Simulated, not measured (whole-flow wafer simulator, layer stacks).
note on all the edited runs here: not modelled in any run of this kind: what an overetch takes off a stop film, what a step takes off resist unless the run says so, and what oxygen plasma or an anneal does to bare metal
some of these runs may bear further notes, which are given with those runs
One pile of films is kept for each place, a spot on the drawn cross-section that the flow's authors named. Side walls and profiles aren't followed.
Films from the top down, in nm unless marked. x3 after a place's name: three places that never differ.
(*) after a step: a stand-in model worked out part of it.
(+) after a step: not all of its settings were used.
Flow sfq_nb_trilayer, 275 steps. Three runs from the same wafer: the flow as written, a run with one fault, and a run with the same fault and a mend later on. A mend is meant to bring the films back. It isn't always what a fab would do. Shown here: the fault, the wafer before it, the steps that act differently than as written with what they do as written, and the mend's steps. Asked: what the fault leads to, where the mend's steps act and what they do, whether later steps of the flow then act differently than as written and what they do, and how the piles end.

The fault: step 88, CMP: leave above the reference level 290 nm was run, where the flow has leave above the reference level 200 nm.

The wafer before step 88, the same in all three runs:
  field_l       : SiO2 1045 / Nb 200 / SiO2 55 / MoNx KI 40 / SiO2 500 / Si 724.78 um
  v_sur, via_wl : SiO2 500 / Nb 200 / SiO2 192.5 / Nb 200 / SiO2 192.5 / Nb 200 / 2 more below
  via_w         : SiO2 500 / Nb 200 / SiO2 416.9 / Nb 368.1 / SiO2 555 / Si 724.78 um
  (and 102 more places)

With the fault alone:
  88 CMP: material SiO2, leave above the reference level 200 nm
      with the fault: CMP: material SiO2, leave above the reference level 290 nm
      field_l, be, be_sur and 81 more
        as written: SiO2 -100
        with the fault: SiO2 -10
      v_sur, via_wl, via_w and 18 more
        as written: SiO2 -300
        with the fault: SiO2 -210
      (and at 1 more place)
  Later steps of the flow that act differently than as written (4 more steps differ only slightly, by at most 2% or 0.5 nm, whichever is larger, and aren't shown):
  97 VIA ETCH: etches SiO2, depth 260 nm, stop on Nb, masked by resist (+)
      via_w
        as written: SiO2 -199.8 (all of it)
        with the fault: SiO2 -260
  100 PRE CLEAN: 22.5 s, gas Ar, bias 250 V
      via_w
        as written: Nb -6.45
        with the fault: SiO2 -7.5
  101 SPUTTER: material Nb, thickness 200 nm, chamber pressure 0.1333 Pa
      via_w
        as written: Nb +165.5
        with the fault: Nb +152.6 (new film)
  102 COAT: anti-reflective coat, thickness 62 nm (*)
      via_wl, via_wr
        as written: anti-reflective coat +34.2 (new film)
        with the fault: anti-reflective coat +23 (new film)
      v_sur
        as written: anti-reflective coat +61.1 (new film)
        with the fault: anti-reflective coat +55.7 (new film)
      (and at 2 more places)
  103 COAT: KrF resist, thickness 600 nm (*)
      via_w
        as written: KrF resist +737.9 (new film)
        with the fault: KrF resist +794 (new film)
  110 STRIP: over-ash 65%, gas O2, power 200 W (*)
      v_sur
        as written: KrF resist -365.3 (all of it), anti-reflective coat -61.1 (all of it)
        with the fault: KrF resist -362.3 (all of it), anti-reflective coat -55.7 (all of it)
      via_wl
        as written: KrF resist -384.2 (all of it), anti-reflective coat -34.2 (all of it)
        with the fault: KrF resist -383.9 (all of it), anti-reflective coat -23 (all of it)
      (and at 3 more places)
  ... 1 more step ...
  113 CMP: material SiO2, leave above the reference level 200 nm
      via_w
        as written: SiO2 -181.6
        with the fault: SiO2 -157.1
  At the end the piles differ from the flow's by more than 2% or 0.5 nm, whichever is larger, at field_l, v_sur, via_wl and 103 more.
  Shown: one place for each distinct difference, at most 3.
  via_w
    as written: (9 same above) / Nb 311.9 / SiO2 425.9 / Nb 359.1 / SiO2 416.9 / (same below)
    with the fault: (9 same above) / Nb 311.9 / SiO2 500.1 / Nb 152.6 / SiO2 22.3 / Nb 200 / SiO2 416.9 / (same below)
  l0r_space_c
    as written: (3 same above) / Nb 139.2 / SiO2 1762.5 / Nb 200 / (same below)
    with the fault: (3 same above) / Nb 139.2 / SiO2 1852.5 / Nb 200 / (same below)
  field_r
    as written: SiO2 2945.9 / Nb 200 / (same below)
    with the fault: SiO2 3035.9 / Nb 200 / (same below)

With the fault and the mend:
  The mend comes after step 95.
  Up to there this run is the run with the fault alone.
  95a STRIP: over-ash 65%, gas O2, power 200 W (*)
      field_l, v_sur, via_wl and 102 more
        KrF resist -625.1 (all of it), anti-reflective coat -62 (all of it)
      via_w
        anti-reflective coat -62 (all of it)
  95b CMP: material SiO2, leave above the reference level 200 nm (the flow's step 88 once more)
      field_l, v_sur, via_wl and 103 more
        SiO2 -90
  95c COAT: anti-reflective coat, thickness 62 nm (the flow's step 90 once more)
      field_l, v_sur, via_wl and 103 more
        anti-reflective coat +62 (new film)
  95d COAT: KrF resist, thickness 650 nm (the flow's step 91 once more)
      field_l, v_sur, via_wl and 103 more
        KrF resist +650 (new film)
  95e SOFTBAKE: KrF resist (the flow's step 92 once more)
      changes no film at any place that is followed
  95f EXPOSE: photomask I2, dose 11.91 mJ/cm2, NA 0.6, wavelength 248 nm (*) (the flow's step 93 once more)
      changes no film at any place that is followed
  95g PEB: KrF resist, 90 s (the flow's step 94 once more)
      field_l, v_sur, via_wl and 103 more
        KrF resist -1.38
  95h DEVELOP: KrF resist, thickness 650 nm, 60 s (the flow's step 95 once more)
      field_l, v_sur, via_wl and 102 more
        KrF resist -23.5
      via_w
        KrF resist -648.6 (all of it)
  No later step of the flow acts differently than as written at any place that is followed.
  At the end the piles are the same as the flow's at every place that both follow.
